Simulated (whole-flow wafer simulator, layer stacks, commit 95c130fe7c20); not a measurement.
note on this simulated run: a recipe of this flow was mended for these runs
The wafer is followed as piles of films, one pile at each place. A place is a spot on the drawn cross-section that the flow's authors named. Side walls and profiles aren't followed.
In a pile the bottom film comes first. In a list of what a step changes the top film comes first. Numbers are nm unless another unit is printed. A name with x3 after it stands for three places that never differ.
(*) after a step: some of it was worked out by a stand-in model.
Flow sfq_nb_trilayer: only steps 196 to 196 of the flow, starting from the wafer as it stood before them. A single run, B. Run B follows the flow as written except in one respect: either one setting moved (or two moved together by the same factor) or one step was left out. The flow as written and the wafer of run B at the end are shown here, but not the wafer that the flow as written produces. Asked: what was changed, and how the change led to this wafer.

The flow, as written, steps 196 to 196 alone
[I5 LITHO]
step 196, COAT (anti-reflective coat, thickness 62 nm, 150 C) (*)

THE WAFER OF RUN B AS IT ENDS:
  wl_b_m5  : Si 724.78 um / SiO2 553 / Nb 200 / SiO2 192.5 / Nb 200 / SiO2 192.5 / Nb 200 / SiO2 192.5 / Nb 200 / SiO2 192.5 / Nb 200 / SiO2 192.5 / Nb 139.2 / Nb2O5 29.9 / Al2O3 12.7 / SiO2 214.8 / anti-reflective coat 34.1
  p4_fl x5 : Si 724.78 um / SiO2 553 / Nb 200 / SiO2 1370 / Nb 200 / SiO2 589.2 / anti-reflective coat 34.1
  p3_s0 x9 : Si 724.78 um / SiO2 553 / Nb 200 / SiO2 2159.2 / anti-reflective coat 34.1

The reason: step 196, COAT: thickness 34.1 nm was run, though the flow has thickness 62 nm.
One can read it off the wafer: wl_b_m5 has anti-reflective coat 34.1, and step 196 as written asks for 62 nm.

Step by step, how the change led to this:
  step 196, COAT (anti-reflective coat, thickness 62 nm, 150 C) (*)
      p4_fl x5, p4_w1 x9, p3_s0 x9 and 41 more: anti-reflective coat gains 34.1 (new film) (in the flow as written it would be: anti-reflective coat gains 62 (new film))
      via_wl, via_w, via_wr, via_sp, via_v, lsp_r, l0_sur, l0v: anti-reflective coat gains 34.4 (new film) (in the flow as written it would be: anti-reflective coat gains 62.3 (new film))
      (and at 34 other places as well)
